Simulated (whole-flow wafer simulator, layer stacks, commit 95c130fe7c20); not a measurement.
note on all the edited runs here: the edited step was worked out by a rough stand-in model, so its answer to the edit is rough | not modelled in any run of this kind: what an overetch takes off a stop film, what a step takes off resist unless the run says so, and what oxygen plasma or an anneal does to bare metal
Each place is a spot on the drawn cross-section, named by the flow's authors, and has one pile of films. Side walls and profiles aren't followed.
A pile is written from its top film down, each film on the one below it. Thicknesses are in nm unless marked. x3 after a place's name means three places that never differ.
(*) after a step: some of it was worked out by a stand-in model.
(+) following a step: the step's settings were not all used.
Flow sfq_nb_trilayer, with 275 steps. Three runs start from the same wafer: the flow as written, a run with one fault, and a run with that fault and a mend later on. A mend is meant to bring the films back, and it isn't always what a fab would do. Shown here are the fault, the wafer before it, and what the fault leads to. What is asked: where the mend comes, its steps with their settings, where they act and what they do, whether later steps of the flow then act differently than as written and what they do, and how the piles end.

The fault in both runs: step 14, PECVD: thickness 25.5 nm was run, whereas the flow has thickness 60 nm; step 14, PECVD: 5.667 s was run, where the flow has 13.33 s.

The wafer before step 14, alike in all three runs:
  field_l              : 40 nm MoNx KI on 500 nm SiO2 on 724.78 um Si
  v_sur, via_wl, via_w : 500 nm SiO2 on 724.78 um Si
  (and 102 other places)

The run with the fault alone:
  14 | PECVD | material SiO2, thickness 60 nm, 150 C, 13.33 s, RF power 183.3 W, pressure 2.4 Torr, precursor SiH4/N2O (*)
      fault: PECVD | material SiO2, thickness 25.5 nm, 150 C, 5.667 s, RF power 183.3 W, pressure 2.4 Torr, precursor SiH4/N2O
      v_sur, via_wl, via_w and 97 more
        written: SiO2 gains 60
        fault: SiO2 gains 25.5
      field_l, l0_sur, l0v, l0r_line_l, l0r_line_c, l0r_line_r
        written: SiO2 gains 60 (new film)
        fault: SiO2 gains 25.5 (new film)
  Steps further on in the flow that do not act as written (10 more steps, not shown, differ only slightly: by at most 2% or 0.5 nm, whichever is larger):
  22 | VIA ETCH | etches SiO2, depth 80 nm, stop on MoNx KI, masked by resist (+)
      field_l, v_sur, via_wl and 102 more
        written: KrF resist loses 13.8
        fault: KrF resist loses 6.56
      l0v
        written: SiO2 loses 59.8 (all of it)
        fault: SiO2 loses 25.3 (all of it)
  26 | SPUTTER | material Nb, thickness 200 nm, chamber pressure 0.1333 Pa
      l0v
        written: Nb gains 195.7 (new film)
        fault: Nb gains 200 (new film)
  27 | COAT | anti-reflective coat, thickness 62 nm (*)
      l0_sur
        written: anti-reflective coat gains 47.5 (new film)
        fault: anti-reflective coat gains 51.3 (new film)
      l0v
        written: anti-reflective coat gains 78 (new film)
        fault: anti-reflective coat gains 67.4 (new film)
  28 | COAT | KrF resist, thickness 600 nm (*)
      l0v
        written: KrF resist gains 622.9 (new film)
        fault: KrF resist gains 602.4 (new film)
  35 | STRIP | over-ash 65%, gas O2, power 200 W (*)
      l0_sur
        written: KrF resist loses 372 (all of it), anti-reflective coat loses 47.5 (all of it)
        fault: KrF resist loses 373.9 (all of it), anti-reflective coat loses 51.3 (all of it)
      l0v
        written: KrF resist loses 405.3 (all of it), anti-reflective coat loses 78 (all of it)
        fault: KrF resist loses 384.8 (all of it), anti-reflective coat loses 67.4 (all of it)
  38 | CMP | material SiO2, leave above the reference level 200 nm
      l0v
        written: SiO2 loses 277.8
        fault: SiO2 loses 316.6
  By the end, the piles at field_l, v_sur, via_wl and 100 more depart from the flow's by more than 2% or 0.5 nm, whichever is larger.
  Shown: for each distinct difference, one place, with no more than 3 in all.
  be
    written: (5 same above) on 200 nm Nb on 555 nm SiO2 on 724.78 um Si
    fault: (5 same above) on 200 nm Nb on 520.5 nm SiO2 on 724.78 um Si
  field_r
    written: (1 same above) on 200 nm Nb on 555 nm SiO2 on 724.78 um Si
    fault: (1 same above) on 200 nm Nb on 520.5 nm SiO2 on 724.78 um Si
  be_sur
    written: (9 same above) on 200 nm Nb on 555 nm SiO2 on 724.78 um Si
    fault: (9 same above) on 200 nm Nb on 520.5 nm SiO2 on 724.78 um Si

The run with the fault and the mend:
  The mend follows step 14.
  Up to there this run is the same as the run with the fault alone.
  14a | PECVD | material SiO2, thickness 34.5 nm, 150 C, 7.667 s, RF power 183.3 W, pressure 2.4 Torr, precursor SiH4/N2O (a further turn of the flow's step 14, with different settings)
      field_l, v_sur, via_wl and 103 more
        SiO2 gains 34.5
  Every later step of the flow that is run acts as written, at every place that is followed, to within 2% or 0.5 nm, whichever is larger.
  By the end, the piles equal the flow's at every place that both follow.
